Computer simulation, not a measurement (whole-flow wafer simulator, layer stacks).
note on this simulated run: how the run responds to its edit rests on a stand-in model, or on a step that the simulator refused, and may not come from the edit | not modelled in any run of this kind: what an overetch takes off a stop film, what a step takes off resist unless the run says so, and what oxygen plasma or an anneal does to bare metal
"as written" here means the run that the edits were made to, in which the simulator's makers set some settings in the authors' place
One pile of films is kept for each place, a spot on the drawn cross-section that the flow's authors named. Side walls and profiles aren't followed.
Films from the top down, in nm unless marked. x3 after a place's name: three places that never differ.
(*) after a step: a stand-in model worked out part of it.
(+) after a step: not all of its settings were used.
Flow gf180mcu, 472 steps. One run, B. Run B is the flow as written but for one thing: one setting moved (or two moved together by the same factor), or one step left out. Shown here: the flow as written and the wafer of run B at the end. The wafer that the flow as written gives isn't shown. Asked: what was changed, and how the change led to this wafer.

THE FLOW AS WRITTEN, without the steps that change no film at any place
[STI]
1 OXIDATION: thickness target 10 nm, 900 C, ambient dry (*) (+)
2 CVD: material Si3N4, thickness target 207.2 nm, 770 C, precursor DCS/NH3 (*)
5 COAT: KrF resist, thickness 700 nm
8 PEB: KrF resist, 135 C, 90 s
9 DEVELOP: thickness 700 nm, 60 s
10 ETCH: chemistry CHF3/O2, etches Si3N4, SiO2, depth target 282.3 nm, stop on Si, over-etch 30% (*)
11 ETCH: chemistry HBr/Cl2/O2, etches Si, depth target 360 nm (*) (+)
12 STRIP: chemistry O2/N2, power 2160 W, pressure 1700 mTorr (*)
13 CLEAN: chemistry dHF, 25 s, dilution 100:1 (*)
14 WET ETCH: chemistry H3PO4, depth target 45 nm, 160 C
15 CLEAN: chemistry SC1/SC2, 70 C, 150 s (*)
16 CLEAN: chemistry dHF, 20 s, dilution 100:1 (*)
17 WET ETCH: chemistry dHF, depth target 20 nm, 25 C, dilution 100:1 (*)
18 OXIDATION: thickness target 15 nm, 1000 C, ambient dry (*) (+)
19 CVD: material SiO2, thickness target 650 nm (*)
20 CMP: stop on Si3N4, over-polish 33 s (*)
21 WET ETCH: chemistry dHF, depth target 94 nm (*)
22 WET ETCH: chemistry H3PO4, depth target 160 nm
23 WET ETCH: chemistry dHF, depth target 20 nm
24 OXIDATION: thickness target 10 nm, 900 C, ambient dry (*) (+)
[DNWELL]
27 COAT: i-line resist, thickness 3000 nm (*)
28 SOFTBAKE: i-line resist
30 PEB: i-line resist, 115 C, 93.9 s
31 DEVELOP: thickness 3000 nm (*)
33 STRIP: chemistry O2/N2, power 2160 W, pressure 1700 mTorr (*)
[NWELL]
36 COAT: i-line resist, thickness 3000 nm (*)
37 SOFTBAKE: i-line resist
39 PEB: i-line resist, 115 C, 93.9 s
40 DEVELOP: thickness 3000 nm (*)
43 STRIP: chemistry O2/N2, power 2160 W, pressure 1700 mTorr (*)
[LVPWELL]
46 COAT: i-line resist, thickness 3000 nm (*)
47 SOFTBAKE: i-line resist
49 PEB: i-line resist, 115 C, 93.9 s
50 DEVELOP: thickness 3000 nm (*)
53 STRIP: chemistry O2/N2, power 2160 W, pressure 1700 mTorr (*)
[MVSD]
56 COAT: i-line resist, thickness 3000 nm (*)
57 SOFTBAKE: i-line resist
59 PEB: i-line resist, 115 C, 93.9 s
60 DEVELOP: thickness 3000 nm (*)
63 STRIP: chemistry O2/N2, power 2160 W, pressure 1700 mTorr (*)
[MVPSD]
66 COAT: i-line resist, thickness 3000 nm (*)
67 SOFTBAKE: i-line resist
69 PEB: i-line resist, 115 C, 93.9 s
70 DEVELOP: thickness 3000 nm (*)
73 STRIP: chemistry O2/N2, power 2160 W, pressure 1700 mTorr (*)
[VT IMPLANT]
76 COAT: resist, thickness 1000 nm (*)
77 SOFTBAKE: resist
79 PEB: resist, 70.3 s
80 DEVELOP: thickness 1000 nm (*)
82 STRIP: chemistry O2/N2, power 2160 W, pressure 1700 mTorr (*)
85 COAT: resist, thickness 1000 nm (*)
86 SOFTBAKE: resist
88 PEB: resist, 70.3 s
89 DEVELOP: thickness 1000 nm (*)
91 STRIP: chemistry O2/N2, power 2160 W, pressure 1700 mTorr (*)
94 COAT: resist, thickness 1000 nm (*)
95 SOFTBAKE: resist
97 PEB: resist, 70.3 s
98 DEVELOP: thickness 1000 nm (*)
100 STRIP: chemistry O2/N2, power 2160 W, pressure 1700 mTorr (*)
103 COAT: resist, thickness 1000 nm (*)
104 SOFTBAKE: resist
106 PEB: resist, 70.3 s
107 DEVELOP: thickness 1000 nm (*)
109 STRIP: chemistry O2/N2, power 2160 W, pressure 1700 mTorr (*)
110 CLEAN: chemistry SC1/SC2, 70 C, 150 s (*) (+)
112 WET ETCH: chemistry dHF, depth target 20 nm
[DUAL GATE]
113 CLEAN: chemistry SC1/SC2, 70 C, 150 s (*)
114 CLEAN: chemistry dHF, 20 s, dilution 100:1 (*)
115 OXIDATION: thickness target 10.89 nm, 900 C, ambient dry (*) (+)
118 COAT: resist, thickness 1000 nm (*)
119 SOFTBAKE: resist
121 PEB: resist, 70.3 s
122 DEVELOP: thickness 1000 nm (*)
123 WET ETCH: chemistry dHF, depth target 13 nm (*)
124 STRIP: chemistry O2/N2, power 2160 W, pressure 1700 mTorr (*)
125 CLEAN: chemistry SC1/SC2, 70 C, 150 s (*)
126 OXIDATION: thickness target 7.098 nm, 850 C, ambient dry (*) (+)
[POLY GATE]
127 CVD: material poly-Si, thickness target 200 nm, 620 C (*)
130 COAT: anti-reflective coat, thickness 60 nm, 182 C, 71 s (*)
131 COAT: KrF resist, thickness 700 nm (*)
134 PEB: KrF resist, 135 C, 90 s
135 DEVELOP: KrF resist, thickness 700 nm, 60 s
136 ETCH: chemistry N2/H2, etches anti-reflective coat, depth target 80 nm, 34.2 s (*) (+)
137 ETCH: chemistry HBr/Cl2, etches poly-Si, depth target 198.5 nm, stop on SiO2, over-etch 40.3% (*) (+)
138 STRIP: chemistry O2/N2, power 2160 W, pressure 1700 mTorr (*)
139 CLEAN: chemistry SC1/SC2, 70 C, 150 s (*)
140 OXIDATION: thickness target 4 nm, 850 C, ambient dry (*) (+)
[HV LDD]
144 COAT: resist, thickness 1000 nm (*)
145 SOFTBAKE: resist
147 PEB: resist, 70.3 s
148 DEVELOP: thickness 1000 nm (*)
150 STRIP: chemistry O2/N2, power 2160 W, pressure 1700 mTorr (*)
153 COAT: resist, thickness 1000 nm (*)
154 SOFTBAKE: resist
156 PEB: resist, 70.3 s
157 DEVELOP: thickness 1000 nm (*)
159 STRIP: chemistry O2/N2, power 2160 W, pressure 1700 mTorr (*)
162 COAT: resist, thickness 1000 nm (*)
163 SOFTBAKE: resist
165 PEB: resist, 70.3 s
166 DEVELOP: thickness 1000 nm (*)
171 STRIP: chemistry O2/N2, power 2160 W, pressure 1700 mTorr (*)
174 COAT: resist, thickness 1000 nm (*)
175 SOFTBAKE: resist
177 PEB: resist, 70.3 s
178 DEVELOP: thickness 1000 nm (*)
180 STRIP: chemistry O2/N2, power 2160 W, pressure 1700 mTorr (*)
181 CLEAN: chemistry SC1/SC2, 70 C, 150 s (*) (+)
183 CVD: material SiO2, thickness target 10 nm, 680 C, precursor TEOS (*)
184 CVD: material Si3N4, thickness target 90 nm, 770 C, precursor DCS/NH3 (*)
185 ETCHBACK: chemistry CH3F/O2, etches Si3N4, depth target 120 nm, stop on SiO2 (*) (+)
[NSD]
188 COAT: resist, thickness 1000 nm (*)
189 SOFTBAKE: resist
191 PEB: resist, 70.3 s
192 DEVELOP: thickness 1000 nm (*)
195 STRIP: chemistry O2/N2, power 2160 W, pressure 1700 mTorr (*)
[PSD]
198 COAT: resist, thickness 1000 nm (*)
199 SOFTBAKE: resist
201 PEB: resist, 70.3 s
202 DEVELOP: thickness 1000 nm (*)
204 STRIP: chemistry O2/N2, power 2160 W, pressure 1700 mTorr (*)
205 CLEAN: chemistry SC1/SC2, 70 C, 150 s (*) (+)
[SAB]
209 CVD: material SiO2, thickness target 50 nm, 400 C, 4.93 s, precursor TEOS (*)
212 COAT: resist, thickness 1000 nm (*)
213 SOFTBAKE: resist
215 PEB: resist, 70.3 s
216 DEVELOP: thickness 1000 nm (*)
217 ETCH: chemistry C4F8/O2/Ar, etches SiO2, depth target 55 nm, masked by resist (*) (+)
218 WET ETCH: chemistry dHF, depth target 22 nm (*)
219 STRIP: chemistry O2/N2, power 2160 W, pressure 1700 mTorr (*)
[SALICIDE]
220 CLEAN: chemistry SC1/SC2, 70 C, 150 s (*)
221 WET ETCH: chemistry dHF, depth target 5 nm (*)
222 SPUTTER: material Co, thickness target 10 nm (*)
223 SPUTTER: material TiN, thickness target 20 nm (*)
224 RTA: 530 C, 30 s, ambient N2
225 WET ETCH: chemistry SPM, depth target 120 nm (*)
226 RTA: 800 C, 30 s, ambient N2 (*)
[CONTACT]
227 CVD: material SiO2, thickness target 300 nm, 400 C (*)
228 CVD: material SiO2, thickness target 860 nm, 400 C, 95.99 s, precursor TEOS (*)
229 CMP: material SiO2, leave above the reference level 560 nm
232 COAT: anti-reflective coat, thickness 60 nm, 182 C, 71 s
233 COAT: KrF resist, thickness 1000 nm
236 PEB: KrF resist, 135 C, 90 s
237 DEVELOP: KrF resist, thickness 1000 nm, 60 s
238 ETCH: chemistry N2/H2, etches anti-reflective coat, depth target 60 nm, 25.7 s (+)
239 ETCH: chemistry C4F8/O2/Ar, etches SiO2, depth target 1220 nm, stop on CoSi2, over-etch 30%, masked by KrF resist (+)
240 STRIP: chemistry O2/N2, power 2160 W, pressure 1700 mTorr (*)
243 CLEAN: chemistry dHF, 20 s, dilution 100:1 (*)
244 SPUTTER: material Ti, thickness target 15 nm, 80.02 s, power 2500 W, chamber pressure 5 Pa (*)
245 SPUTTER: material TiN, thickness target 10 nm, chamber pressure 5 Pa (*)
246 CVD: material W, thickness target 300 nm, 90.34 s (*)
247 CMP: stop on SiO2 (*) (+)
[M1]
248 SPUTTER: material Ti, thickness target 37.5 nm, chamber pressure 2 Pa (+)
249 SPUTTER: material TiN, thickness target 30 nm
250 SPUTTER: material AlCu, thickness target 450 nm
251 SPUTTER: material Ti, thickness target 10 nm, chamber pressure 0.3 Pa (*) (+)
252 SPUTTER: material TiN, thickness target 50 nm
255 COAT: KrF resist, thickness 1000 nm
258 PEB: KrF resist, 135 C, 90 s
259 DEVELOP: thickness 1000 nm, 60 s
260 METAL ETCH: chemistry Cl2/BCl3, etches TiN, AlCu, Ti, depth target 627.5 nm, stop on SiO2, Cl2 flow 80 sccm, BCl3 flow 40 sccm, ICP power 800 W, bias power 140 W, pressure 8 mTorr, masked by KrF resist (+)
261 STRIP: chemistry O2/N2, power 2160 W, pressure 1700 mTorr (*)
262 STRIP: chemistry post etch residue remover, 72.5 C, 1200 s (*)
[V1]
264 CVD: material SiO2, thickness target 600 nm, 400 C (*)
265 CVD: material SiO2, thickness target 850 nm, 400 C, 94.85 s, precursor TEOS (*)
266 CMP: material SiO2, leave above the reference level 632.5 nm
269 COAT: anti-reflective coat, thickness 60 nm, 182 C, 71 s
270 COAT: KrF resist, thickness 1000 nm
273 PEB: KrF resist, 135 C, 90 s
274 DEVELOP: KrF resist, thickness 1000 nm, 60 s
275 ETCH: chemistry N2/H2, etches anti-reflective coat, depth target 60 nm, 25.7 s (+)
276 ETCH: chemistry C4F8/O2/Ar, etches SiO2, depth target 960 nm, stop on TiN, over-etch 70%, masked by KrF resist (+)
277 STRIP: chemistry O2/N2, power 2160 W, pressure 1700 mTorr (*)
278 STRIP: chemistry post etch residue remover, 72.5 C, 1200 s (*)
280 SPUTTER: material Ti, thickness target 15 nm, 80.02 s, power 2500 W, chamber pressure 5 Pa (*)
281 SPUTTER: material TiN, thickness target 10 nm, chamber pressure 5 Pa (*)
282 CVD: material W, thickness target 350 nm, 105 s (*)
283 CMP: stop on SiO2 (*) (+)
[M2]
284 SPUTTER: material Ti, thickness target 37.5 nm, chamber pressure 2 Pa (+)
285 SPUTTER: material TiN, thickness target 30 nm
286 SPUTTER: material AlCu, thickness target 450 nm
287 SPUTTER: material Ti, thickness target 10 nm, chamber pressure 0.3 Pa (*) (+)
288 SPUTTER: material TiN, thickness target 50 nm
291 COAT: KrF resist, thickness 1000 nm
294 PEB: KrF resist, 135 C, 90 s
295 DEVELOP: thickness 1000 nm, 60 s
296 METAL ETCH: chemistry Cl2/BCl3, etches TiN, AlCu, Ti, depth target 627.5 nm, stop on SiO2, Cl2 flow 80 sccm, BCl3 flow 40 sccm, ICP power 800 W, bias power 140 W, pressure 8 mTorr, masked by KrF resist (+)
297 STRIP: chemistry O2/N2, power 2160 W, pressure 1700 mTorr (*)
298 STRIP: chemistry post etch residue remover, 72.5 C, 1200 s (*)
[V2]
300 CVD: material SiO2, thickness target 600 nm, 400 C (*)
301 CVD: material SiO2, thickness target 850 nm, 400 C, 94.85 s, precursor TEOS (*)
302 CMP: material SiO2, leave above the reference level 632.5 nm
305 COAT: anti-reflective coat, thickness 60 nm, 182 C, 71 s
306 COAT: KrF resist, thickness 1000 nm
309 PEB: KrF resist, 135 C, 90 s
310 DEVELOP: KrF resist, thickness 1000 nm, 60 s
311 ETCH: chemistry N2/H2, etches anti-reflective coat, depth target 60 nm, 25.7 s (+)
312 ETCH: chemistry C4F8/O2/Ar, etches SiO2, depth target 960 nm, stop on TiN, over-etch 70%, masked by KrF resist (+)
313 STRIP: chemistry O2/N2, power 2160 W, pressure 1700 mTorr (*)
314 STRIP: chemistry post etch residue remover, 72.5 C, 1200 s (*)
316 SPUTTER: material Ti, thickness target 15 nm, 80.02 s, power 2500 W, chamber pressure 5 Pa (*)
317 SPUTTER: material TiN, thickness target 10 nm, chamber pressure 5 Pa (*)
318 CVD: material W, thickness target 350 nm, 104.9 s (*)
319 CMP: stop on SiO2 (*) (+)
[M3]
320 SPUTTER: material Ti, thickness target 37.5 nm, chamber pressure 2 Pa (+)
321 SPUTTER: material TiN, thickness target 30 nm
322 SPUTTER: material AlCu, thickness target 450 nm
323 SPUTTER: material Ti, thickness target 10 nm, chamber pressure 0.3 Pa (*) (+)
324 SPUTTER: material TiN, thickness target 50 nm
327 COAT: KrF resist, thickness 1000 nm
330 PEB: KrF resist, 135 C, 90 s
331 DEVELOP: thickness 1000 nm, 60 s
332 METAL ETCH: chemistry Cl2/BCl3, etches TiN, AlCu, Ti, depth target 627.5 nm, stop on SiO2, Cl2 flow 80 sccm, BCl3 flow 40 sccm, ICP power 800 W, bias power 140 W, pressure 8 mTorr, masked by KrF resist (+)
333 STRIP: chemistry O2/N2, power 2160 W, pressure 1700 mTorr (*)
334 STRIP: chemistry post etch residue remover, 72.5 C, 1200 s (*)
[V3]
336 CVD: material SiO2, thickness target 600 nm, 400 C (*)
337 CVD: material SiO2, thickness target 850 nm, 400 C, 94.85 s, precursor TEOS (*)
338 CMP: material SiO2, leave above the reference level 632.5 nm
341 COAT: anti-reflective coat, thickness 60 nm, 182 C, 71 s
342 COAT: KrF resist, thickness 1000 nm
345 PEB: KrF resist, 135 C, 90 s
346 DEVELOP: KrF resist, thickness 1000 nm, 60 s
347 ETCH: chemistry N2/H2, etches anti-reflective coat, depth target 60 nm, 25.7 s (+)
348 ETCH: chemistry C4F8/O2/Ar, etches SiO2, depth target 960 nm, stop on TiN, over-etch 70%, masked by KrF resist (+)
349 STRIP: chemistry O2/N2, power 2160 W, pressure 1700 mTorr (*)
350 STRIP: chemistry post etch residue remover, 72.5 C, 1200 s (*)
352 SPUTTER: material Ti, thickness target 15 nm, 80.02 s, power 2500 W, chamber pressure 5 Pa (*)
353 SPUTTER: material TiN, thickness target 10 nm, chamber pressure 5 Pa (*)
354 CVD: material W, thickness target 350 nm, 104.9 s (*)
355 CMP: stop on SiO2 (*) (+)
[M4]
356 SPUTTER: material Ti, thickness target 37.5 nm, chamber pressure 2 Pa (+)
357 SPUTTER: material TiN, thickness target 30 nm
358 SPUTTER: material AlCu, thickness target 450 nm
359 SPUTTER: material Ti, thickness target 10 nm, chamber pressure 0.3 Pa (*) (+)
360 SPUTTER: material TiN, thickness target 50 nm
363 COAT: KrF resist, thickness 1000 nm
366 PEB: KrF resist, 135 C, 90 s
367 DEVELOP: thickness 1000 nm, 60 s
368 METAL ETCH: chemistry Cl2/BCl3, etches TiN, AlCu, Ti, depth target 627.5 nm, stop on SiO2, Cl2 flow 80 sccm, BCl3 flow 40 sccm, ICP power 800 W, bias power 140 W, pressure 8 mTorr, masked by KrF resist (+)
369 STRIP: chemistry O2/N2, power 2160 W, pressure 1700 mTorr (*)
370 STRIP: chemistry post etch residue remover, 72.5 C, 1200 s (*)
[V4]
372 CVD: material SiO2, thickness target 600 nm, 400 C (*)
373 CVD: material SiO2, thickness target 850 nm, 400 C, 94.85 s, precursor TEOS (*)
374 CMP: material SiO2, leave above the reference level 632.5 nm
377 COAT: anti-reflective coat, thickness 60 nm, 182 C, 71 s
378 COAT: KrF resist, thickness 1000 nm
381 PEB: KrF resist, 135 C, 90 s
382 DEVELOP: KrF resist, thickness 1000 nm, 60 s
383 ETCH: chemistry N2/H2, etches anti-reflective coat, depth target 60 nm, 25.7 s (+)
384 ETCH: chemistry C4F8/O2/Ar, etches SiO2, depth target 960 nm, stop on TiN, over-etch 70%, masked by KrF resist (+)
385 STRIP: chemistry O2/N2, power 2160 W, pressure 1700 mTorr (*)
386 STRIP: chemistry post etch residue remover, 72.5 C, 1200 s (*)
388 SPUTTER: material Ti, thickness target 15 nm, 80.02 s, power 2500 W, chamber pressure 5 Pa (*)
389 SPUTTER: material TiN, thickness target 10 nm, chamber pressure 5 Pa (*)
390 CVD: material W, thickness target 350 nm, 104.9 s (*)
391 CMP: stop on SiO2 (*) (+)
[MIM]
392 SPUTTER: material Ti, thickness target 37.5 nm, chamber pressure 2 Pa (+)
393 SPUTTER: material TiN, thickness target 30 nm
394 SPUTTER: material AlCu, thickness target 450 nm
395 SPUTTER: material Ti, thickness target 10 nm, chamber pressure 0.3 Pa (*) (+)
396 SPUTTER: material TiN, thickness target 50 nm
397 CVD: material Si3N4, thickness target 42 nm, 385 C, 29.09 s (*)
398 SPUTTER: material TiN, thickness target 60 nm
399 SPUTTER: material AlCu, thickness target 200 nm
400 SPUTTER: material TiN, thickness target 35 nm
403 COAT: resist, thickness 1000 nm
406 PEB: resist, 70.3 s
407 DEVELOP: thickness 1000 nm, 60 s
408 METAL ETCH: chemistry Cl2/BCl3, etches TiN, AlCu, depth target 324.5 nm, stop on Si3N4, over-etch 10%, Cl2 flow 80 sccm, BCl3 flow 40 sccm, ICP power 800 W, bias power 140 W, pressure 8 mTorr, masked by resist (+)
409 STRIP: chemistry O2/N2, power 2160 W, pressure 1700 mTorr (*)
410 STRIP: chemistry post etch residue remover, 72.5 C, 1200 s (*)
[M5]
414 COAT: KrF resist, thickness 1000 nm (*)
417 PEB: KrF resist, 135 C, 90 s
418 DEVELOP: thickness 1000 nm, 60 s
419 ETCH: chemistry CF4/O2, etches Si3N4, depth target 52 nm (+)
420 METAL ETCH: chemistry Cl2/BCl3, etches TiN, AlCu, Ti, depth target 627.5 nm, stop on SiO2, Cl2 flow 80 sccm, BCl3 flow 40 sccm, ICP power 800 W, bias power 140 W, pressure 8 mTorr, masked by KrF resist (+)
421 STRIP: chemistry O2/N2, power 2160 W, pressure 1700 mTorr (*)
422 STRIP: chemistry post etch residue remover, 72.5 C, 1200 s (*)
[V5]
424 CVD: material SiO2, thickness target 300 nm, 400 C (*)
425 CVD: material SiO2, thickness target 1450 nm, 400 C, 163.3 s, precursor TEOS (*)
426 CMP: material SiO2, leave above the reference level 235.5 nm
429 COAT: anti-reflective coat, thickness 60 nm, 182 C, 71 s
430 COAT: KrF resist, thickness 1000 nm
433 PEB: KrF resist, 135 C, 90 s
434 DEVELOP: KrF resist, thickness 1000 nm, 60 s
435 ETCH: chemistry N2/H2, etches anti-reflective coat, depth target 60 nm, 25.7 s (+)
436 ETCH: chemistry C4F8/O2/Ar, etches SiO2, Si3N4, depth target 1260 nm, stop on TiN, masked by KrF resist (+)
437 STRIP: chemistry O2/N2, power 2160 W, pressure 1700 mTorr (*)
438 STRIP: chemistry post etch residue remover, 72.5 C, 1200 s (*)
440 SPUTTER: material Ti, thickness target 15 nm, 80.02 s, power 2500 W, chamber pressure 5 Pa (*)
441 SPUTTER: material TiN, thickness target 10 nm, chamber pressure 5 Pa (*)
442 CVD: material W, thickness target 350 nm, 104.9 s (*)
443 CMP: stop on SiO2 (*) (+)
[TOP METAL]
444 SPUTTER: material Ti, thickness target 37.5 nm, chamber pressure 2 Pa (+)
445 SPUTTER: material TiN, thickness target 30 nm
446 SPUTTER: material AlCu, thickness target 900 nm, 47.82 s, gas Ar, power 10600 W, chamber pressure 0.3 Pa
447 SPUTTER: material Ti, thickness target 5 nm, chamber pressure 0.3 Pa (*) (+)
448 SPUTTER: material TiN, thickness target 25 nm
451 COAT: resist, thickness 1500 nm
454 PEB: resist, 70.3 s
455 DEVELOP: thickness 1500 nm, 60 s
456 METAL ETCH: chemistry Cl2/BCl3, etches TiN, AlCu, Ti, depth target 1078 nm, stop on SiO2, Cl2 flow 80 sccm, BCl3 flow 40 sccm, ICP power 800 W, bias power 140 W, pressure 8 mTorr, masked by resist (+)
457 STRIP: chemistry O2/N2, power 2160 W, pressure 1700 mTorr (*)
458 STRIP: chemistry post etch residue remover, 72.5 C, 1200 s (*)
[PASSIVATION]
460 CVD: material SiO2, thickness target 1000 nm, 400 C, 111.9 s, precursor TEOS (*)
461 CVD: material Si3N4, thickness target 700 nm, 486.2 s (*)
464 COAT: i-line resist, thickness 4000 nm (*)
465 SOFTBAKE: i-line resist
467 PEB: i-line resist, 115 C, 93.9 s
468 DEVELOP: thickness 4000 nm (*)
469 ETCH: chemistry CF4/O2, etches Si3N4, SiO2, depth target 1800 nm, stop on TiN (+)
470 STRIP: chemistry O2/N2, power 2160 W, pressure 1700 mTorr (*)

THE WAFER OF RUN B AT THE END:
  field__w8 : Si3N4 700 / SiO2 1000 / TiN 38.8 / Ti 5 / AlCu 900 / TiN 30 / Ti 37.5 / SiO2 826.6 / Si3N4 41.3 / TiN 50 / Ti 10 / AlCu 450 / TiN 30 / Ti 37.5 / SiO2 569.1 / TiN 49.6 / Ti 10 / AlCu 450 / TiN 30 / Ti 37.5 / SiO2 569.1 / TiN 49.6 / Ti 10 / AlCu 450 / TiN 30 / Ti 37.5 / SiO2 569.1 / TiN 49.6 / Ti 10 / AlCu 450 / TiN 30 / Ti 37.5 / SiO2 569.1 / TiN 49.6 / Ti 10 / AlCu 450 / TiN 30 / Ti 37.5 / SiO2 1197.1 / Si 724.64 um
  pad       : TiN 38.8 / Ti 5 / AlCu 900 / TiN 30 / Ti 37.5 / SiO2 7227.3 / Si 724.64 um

The cause: step 448, SPUTTER: thickness target 39.2 nm was run, where the flow has thickness target 25 nm.

How the change led to this, step by step:
  448 SPUTTER: material TiN, thickness target 25 nm
      field, field__w1, field__w2 and 109 more: TiN +39.2 (new film) (as written it would be: TiN +25 (new film))
  456 METAL ETCH: chemistry Cl2/BCl3, etches TiN, AlCu, Ti, depth target 1078 nm, stop on SiO2, Cl2 flow 80 sccm, BCl3 flow 40 sccm, ICP power 800 W, bias power 140 W, pressure 8 mTorr, masked by resist (+)
      field, field__w1, field__w2 and 103 more: TiN -39.2 (all of it), Ti -5 (all of it), AlCu -900 (all of it), TiN -30 (all of it), Ti -37.5 (all of it) (as written it would be: TiN -25 (all of it), Ti -5 (all of it), AlCu -900 (all of it), TiN -30 (all of it), Ti -37.5 (all of it))
  465 SOFTBAKE: i-line resist
      gate: i-line resist -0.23 (as written it would be: i-line resist +1.79)
      ld_acc_p, ld_fp_p, ld_drift_p: i-line resist +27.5 (as written it would be: i-line resist +33.8)
      (and at 58 more places)
